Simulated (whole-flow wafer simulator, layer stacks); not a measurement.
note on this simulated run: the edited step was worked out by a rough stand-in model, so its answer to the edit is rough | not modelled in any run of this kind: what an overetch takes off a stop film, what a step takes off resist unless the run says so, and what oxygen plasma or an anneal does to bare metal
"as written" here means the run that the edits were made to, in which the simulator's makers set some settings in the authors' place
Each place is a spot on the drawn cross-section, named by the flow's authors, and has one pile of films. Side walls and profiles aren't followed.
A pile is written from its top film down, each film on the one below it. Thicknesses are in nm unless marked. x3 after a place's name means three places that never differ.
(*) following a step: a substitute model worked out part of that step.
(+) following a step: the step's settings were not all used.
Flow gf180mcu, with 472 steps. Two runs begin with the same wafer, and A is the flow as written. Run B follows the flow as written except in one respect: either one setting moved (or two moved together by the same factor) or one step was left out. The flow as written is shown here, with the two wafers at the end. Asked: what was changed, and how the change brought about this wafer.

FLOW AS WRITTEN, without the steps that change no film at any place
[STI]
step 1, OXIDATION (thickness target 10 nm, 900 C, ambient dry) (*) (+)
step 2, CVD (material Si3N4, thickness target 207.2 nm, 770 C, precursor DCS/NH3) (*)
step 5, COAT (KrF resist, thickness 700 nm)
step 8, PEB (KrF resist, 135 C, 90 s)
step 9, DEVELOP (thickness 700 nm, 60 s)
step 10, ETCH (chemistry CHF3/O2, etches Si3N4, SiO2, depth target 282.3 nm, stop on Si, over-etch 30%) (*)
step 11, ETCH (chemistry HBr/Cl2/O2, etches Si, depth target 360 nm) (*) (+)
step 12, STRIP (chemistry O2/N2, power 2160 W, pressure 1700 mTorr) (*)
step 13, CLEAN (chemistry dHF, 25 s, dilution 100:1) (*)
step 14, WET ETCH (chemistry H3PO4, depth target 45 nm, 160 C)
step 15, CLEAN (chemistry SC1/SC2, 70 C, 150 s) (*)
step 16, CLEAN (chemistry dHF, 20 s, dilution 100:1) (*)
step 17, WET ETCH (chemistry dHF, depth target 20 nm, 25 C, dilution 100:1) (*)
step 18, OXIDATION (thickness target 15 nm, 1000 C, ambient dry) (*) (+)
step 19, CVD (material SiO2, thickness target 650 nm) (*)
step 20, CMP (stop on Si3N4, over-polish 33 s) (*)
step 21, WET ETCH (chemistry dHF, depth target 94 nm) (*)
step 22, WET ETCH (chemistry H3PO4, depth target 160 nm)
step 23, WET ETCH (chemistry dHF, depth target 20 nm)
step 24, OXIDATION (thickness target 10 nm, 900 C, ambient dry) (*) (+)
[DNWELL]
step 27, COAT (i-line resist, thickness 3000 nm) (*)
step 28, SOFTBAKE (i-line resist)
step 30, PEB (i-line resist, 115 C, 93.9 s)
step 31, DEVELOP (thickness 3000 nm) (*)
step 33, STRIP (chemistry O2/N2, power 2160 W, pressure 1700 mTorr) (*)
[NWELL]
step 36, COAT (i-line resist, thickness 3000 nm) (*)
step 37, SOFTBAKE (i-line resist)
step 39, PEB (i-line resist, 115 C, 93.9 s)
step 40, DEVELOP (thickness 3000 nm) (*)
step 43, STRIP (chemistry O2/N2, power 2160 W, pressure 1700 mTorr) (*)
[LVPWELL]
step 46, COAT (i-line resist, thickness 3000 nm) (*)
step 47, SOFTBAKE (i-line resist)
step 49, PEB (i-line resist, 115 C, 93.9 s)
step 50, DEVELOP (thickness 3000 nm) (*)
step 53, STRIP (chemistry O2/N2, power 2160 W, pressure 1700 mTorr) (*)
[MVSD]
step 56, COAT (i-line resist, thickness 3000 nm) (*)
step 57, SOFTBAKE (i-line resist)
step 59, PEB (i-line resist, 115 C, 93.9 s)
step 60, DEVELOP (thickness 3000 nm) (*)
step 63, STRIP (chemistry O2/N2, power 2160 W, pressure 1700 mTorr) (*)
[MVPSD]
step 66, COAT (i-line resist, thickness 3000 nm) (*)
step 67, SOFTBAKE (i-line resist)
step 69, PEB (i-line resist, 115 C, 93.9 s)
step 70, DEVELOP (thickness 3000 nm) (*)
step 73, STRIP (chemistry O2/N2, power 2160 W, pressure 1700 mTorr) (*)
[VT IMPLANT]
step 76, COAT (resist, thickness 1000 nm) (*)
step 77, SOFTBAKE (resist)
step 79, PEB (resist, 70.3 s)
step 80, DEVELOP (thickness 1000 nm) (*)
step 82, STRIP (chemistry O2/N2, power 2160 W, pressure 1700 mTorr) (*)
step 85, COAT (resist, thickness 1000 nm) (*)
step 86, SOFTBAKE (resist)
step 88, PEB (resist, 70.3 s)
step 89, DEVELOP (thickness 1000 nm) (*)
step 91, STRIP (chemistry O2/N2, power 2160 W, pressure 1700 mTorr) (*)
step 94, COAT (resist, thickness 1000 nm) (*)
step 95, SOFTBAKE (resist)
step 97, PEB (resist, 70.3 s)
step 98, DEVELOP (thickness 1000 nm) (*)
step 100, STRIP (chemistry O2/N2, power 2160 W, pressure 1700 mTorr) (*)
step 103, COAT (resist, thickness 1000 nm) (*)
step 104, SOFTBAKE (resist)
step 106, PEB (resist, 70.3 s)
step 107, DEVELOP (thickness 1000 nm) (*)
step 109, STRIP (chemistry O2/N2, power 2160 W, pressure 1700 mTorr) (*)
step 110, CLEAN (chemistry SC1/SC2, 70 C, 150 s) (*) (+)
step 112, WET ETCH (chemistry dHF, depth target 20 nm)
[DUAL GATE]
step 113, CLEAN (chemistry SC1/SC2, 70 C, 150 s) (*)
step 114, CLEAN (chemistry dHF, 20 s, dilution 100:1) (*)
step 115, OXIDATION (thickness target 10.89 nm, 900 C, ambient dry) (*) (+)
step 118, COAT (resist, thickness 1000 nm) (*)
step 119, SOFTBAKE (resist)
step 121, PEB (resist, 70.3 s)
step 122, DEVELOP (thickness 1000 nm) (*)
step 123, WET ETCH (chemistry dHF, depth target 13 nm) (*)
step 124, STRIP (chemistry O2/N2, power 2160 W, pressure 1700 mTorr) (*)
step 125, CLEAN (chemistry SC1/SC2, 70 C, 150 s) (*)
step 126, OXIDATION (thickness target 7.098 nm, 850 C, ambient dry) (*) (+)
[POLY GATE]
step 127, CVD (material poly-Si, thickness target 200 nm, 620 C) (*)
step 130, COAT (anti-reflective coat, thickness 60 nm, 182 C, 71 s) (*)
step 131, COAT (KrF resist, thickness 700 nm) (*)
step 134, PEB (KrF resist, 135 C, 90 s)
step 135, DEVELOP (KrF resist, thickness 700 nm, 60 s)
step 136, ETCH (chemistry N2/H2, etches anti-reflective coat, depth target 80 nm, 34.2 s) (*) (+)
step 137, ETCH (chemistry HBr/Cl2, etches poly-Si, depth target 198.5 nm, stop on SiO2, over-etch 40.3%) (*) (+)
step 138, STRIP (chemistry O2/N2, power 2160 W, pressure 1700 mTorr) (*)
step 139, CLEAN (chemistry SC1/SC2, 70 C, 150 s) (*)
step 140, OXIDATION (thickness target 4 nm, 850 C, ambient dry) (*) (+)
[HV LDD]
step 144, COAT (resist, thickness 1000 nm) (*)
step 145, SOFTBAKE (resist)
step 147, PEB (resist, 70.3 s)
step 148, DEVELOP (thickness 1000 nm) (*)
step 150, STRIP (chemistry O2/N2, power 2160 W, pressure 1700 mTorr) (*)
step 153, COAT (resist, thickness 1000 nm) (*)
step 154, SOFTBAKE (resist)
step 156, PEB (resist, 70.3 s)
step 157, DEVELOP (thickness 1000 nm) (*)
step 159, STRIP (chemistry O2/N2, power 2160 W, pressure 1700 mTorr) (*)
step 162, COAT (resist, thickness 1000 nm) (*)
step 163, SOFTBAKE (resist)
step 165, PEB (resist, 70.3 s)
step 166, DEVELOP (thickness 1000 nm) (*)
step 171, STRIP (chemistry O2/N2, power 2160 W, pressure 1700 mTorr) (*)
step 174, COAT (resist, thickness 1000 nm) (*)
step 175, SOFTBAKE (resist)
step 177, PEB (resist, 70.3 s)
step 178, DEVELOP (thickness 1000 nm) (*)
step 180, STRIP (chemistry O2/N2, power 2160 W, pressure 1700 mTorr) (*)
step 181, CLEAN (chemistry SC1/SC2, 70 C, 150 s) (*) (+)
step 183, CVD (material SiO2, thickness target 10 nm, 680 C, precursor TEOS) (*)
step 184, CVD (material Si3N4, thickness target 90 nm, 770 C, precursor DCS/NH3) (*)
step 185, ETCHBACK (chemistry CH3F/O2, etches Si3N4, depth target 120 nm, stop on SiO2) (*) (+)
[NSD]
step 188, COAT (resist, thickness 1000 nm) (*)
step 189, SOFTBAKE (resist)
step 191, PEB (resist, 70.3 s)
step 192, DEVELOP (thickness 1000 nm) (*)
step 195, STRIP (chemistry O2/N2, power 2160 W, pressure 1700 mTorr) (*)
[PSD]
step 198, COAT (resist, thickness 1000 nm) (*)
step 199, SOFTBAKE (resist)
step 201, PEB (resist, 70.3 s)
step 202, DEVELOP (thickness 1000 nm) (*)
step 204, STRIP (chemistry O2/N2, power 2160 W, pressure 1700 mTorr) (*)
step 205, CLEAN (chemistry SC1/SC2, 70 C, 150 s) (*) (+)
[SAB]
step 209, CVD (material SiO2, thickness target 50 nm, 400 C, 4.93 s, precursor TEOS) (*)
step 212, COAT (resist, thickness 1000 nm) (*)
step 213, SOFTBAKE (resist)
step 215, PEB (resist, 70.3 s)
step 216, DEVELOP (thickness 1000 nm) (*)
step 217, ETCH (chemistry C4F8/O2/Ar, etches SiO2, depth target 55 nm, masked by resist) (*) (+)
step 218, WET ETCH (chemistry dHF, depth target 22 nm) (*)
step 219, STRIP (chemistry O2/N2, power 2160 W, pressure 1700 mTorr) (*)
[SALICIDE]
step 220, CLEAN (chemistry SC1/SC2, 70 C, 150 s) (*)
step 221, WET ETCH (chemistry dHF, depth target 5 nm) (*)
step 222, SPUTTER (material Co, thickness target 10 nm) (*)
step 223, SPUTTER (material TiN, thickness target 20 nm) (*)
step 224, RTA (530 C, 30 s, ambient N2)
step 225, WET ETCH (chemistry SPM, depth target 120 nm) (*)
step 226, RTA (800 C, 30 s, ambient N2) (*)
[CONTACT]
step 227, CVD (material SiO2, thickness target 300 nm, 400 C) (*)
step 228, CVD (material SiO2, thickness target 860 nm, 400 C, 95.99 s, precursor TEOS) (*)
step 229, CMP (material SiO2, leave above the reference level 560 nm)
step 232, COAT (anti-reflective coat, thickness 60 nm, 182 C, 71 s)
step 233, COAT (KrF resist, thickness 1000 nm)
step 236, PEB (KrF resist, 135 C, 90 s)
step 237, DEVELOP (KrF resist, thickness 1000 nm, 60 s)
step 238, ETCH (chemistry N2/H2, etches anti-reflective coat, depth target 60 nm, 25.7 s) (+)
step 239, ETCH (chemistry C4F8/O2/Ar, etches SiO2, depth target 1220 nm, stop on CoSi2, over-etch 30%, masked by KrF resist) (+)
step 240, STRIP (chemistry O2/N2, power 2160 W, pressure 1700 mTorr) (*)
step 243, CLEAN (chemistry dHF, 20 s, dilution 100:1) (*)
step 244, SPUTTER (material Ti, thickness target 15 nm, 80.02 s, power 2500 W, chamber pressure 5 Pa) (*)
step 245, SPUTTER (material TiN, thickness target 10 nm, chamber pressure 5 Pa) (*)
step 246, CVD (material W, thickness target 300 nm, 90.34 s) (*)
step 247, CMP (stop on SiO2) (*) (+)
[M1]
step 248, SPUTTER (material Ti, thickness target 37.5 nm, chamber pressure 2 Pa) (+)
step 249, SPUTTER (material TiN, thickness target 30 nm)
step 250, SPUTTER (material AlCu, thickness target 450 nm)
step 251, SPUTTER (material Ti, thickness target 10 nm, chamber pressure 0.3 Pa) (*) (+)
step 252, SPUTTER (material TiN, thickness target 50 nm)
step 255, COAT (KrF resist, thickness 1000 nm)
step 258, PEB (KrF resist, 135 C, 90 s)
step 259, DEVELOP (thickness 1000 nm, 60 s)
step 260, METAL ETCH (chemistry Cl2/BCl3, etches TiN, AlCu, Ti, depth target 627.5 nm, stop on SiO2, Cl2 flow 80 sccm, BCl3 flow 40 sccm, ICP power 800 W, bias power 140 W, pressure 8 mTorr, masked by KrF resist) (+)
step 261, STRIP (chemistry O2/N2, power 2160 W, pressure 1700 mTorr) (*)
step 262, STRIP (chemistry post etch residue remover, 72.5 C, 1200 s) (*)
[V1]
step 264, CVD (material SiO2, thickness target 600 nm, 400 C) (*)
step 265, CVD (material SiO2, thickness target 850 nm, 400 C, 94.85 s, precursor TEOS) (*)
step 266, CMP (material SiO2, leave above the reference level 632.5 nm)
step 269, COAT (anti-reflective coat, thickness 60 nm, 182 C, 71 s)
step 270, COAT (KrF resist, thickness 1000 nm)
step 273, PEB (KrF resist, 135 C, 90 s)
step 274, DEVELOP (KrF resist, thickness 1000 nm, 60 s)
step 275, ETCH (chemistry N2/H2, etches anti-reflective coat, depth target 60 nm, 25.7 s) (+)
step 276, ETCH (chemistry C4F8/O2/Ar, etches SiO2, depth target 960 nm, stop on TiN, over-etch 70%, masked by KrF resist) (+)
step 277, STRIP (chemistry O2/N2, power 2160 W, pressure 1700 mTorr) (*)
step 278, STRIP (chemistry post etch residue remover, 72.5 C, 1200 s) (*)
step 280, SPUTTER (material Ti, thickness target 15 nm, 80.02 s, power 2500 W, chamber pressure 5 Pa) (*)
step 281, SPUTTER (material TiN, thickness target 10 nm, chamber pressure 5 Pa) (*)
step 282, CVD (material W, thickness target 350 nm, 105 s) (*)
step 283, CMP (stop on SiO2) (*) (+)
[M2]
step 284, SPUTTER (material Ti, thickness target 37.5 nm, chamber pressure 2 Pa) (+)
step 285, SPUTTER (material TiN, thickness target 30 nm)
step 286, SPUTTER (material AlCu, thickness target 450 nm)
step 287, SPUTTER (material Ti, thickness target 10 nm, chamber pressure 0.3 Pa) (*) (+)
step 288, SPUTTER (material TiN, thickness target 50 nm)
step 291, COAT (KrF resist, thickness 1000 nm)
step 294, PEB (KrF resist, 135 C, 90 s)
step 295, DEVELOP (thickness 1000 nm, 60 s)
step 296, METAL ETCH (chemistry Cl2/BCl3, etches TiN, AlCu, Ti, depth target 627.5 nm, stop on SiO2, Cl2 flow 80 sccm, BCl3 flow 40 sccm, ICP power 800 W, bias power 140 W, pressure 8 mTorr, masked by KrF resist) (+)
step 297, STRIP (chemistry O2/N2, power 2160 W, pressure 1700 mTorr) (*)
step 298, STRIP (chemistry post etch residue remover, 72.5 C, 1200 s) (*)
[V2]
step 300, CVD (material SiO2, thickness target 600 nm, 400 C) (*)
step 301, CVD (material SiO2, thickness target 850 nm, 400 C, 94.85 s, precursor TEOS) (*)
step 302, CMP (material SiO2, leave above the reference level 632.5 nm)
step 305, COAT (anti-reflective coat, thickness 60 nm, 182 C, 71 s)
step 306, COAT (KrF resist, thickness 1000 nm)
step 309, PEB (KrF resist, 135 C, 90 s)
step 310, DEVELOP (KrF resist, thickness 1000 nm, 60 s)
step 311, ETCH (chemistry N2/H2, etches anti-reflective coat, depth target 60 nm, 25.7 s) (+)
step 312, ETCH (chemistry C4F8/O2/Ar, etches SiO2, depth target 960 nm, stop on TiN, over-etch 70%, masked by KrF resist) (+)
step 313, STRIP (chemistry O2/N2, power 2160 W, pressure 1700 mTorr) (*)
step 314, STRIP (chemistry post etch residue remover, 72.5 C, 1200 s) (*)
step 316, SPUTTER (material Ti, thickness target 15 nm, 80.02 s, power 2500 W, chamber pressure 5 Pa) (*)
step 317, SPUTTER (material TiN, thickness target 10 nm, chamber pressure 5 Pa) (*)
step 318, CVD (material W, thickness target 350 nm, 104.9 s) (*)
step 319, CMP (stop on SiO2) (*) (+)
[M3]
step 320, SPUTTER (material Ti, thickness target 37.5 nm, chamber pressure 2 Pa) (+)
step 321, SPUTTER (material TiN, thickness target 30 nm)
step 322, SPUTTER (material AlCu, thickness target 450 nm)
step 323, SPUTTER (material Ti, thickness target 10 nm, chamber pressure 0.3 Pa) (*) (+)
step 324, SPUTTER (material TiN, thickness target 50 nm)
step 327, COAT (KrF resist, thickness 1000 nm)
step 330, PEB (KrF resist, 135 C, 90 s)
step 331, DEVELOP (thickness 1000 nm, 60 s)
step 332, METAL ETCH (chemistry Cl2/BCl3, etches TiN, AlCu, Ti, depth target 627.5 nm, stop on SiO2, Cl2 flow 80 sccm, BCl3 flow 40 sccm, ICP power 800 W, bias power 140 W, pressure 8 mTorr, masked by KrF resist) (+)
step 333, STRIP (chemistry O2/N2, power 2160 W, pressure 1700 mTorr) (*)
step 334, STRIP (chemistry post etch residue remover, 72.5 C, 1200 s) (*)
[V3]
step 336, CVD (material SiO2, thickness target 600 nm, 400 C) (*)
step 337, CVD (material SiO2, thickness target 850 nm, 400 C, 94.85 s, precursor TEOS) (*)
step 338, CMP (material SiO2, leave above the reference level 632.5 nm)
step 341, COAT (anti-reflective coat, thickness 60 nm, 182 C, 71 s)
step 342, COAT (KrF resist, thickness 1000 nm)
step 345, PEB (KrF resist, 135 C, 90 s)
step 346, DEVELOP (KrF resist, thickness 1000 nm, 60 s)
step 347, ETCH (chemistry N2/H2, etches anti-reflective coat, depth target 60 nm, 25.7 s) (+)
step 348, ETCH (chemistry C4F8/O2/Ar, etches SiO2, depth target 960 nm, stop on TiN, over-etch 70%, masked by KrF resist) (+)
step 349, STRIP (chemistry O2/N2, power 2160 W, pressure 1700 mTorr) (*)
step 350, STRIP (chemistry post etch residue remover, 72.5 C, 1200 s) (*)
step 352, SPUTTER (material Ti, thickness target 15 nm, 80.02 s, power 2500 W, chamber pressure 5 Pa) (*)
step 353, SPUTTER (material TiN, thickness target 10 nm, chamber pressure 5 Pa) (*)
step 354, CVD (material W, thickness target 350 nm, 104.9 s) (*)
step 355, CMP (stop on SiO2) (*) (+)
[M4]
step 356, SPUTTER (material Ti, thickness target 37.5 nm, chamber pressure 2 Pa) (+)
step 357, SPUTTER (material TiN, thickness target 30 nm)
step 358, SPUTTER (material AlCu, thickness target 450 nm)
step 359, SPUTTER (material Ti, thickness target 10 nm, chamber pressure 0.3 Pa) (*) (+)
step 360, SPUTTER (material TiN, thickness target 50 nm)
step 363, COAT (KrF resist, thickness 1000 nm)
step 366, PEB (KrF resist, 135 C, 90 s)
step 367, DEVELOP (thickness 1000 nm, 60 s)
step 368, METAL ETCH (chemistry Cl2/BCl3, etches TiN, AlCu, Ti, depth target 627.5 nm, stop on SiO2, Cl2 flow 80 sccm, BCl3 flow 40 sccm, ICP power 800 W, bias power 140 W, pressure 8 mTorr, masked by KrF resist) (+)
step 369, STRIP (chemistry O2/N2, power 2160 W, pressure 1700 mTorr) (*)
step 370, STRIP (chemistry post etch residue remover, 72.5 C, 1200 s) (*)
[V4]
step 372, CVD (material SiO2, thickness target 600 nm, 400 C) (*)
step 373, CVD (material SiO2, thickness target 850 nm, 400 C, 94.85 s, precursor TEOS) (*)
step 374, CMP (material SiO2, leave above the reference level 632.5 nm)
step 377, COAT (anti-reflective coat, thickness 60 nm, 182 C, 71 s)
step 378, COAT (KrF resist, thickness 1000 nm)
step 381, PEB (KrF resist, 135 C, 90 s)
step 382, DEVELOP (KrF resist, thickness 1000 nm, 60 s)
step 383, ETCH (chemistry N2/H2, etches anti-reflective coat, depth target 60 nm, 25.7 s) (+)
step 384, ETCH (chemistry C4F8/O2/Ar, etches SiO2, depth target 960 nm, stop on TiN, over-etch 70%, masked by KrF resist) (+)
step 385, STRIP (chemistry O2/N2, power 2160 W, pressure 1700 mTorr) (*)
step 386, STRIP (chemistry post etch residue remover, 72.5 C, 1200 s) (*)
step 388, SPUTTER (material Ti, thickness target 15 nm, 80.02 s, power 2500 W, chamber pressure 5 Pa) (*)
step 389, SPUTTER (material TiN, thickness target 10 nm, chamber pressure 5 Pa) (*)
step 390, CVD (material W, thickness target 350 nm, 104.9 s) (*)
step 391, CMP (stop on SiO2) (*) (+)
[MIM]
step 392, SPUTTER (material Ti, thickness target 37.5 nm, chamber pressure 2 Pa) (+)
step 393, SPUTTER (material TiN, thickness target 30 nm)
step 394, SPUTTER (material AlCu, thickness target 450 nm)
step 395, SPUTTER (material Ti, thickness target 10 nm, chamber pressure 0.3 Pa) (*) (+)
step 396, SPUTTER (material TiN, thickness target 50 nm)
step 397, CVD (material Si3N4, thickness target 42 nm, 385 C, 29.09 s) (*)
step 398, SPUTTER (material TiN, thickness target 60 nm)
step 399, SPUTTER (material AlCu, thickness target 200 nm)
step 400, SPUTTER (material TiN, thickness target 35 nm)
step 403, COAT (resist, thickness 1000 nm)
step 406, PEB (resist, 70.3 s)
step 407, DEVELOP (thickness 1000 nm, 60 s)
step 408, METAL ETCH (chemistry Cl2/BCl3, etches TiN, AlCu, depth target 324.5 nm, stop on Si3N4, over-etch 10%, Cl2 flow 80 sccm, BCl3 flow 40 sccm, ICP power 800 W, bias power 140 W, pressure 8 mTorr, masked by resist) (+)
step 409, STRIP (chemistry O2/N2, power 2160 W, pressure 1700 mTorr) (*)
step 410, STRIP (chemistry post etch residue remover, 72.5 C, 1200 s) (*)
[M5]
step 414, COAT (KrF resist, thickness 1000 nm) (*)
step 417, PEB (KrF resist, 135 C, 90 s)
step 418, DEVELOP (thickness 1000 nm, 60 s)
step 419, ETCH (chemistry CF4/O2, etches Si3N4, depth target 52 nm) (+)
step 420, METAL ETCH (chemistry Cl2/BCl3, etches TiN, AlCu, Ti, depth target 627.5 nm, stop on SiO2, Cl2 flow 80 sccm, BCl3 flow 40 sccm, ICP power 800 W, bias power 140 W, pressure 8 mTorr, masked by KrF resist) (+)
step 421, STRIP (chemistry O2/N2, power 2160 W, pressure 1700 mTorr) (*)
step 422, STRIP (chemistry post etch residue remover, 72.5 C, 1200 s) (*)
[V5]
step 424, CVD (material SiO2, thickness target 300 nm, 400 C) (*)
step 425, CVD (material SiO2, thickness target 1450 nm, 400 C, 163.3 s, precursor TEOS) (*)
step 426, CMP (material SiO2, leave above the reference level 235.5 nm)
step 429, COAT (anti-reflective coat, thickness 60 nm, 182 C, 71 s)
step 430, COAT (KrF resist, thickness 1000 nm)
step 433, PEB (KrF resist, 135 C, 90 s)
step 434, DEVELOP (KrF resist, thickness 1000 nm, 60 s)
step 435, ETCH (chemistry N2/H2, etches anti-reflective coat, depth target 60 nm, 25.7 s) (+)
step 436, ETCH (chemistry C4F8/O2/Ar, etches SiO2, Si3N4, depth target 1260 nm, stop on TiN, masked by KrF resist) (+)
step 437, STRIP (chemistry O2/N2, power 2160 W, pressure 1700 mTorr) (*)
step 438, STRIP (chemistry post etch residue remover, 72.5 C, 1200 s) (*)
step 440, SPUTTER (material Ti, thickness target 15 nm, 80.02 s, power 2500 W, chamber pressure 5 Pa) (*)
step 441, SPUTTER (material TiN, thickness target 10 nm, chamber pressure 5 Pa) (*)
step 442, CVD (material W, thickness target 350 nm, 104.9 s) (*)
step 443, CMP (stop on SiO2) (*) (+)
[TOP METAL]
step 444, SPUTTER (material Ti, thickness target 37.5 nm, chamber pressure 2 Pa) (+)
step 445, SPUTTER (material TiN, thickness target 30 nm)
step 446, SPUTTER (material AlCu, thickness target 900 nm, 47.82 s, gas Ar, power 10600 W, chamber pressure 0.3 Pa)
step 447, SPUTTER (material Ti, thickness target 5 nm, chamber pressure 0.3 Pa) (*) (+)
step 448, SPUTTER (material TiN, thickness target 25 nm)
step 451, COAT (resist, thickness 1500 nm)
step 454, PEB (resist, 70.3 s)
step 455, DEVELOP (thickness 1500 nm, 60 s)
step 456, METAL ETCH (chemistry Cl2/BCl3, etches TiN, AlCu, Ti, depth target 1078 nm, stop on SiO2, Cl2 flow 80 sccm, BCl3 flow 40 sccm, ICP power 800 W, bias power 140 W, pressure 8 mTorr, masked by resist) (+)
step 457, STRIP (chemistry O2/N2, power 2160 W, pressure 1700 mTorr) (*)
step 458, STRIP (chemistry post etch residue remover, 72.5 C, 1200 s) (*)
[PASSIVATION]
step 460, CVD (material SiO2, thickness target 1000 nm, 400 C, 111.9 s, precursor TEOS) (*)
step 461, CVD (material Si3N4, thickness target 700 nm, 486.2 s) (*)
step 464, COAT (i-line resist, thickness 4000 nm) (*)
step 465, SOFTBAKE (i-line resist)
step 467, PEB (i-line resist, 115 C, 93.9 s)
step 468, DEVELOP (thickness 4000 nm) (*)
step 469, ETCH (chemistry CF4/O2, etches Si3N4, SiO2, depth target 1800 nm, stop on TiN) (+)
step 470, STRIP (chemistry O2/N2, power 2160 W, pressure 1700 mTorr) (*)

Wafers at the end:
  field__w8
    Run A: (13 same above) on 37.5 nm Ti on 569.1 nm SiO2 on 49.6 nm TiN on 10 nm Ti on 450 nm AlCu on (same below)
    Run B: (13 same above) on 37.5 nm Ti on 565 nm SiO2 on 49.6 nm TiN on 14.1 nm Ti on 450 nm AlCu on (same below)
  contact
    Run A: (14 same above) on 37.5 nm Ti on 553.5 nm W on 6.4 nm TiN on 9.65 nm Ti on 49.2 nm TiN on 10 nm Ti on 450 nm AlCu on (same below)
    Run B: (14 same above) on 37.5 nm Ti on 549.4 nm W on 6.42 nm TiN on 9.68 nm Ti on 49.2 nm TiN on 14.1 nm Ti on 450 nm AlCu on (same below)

Cause: step 359, SPUTTER: thickness target 14.1 nm was run, while the flow as written has thickness target 10 nm.
The wafer itself shows it: field__w8 has Ti 14.1, and step 359 as written asks for 10 nm.

Step by step, how the change led to this:
  step 359, SPUTTER (material Ti, thickness target 10 nm, chamber pressure 0.3 Pa) (*) (+)
      field, field__w1, field__w2 and 108 more: A +10 Ti (new film) | B +14.1 Ti (new film)
  step 368, METAL ETCH (chemistry Cl2/BCl3, etches TiN, AlCu, Ti, depth target 627.5 nm, stop on SiO2, Cl2 flow 80 sccm, BCl3 flow 40 sccm, ICP power 800 W, bias power 140 W, pressure 8 mTorr, masked by KrF resist) (+)
      field, field__w1, field__w2 and 103 more: A -50 TiN (all of it), -10 Ti (all of it), -450 AlCu (all of it), -30 TiN (all of it), -37.5 Ti (all of it) | B -50 TiN (all of it), -14.1 Ti (all of it), -450 AlCu (all of it), -30 TiN (all of it), -37.5 Ti (all of it)
